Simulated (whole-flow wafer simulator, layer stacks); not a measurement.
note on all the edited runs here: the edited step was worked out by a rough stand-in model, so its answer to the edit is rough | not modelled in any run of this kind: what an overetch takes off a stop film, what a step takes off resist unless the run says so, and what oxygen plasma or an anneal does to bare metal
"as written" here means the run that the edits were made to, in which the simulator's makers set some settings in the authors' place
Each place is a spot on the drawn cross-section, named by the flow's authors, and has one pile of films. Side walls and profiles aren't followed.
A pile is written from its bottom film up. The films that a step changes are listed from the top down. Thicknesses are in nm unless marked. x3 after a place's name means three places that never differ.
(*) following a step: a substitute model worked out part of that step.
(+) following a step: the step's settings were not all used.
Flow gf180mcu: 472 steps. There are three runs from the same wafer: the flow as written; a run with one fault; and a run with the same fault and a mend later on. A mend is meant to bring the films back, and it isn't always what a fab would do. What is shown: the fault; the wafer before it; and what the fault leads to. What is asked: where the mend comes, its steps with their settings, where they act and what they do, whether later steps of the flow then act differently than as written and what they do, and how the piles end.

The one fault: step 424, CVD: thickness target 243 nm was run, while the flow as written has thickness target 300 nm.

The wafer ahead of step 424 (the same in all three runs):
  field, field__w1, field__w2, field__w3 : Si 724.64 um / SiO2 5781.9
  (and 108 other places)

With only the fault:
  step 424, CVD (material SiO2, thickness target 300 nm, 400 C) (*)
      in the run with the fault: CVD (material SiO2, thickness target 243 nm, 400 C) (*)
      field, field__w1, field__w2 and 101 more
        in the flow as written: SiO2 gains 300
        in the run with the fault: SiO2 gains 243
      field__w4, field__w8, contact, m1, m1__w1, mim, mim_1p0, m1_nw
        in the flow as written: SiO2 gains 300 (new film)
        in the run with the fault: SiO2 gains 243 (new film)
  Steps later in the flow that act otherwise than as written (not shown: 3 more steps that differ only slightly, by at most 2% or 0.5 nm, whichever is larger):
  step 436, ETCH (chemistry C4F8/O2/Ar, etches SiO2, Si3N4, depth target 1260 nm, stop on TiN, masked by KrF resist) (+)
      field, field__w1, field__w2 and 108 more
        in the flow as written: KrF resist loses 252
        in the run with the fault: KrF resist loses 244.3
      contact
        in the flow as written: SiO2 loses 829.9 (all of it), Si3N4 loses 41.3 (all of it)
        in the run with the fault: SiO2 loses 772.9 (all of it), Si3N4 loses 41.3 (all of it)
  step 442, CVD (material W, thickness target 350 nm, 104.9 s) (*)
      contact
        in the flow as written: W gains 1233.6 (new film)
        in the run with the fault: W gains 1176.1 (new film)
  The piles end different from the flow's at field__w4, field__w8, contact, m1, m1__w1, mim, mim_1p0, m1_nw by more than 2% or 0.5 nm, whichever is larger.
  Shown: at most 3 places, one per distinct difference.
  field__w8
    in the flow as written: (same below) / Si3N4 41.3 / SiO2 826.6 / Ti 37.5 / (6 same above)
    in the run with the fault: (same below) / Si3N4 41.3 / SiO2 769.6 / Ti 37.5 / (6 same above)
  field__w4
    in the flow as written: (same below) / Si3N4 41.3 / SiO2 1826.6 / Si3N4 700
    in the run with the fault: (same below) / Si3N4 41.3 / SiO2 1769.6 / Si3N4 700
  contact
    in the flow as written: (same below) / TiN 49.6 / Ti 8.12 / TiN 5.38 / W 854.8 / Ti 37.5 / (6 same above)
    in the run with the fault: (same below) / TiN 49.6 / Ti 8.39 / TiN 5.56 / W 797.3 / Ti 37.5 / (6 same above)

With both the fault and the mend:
  The mend follows step 424.
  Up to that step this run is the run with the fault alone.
  step 424a, CVD (material SiO2, thickness target 57 nm, 400 C) (*) (the flow's step 424 again, with other settings)
      field, field__w1, field__w2 and 109 more
        SiO2 gains 57
  Later steps of the flow that are run all act as written at every place that is followed.
  The piles end the same as the flow's at every place that both follow.
